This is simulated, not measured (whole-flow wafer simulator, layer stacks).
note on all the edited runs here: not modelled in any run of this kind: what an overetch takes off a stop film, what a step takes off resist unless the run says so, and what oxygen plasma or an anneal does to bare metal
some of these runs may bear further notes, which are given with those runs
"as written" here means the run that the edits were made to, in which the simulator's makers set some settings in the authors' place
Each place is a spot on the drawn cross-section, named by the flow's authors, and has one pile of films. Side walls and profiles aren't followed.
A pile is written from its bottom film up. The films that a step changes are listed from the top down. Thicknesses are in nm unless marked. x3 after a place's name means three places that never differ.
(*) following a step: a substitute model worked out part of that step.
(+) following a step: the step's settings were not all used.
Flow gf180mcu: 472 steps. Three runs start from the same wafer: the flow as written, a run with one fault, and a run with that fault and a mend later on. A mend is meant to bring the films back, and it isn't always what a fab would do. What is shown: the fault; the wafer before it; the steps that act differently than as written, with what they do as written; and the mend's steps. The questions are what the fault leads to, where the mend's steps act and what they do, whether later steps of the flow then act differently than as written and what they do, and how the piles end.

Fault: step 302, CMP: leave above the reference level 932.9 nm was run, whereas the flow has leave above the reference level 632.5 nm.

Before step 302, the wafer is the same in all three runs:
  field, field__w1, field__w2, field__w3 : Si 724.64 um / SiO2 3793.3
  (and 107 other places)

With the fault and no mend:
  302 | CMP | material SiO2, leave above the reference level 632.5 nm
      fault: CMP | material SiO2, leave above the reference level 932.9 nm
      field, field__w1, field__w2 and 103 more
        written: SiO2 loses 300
        fault: nothing
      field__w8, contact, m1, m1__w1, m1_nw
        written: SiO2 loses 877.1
        fault: SiO2 loses 576.7
  Steps further on in the flow that do not act as written (6 other steps are not shown; they differ only slightly, by no more than 2% or 0.5 nm, whichever is larger):
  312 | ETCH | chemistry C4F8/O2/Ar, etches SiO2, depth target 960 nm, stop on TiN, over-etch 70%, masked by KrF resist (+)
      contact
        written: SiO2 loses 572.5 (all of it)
        fault: SiO2 loses 872.9 (all of it)
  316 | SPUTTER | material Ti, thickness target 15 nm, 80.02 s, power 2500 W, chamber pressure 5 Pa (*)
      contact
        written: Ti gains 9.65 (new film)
        fault: Ti gains 8.11 (new film)
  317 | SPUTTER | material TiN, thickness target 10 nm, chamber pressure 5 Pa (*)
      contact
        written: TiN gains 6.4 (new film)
        fault: TiN gains 5.38 (new film)
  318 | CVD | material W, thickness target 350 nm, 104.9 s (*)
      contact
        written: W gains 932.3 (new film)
        fault: W gains 1234.8 (new film)
  At field, field__w1, field__w2 and 109 more, the piles at the end differ from the flow's by more than 2% or 0.5 nm, whichever is larger.
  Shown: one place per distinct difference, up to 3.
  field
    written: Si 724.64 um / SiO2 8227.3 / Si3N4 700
    fault: Si 724.64 um / SiO2 8527.3 / Si3N4 700
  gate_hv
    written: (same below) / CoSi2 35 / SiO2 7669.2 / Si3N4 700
    fault: (same below) / CoSi2 35 / SiO2 7969.2 / Si3N4 700
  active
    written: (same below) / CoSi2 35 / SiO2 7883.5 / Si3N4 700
    fault: (same below) / CoSi2 35 / SiO2 8183.5 / Si3N4 700

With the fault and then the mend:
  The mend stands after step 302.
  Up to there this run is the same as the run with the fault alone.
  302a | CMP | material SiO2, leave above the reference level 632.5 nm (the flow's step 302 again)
      field, field__w1, field__w2 and 103 more
        SiO2 loses 300
      field__w8, contact, m1, m1__w1, m1_nw
        SiO2 loses 300.4
  Every later step of the flow that is run acts as written at every place that is followed.
  The piles end the same as the flow's at every place that both follow.
